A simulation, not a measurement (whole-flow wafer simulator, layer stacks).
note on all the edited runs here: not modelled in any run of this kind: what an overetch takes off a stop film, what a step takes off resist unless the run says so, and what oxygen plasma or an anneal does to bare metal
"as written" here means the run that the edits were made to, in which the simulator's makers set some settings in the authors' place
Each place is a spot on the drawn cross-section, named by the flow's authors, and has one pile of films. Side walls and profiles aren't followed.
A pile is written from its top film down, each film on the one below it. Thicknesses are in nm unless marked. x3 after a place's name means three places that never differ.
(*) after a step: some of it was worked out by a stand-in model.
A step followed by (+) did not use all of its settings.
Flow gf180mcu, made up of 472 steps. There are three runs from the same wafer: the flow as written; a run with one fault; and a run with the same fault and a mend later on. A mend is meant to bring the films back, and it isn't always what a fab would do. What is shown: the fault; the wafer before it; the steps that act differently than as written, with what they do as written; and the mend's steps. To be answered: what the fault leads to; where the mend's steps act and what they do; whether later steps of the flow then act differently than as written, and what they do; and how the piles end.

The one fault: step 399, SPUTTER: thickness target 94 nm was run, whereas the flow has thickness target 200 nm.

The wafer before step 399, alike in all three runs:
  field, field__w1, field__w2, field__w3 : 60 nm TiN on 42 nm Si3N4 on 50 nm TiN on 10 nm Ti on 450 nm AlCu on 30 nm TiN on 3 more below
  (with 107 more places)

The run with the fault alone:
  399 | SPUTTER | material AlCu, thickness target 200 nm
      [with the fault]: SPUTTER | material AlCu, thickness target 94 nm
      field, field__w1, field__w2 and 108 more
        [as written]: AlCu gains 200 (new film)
        [with the fault]: AlCu gains 94 (new film)
  Steps further on in the flow that do not act as written (not shown: 1 more step that differs only slightly, by at most 2% or 0.5 nm, whichever is larger):
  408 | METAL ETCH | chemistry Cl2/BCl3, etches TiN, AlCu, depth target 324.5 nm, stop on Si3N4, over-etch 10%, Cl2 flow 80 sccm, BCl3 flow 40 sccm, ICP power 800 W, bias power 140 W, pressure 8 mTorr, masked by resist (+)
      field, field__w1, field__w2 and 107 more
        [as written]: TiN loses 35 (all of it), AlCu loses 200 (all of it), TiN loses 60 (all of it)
        [with the fault]: TiN loses 35 (all of it), AlCu loses 94 (all of it), TiN loses 60 (all of it)
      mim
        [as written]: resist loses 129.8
        [with the fault]: resist loses 83.2
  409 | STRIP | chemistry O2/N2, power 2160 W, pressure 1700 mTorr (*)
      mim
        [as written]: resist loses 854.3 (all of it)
        [with the fault]: resist loses 901 (all of it)
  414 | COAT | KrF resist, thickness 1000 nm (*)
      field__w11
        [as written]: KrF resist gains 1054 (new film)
        [with the fault]: KrF resist gains 1032.2 (new film)
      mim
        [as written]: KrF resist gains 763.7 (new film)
        [with the fault]: KrF resist gains 846 (new film)
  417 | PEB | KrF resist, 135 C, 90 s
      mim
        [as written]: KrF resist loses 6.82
        [with the fault]: KrF resist loses 8.12
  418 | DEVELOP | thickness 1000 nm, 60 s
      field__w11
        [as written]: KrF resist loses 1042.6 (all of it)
        [with the fault]: KrF resist loses 1021.4 (all of it)
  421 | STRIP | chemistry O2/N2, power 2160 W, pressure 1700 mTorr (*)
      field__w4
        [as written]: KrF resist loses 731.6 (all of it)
        [with the fault]: KrF resist loses 714.6 (all of it)
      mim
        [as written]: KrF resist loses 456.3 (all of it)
        [with the fault]: KrF resist loses 537.3 (all of it)
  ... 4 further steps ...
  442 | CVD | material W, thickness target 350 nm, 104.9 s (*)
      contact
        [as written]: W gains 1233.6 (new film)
        [with the fault]: W gains 1126.7 (new film)
  The piles end different from the flow's at field__w4, field__w8, contact, m1, m1__w1, mim, mim_1p0, m1_nw by more than 2% or 0.5 nm, whichever is larger.
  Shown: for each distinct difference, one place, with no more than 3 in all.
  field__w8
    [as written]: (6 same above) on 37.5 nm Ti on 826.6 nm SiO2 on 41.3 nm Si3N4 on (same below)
    [with the fault]: (6 same above) on 37.5 nm Ti on 720.6 nm SiO2 on 41.3 nm Si3N4 on (same below)
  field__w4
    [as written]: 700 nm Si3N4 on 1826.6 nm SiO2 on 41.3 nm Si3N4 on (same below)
    [with the fault]: 700 nm Si3N4 on 1720.6 nm SiO2 on 41.3 nm Si3N4 on (same below)
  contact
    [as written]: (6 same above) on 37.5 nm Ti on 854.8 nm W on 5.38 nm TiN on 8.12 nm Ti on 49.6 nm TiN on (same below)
    [with the fault]: (6 same above) on 37.5 nm Ti on 747.9 nm W on 5.72 nm TiN on 8.63 nm Ti on 49.6 nm TiN on (same below)

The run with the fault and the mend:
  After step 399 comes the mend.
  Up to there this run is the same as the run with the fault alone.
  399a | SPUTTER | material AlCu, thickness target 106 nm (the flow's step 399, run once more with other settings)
      field, field__w1, field__w2 and 108 more
        AlCu gains 106
  Later steps of the flow that are run all act as written at every place that is followed.
  By the end, the piles equal the flow's at every place that both follow.
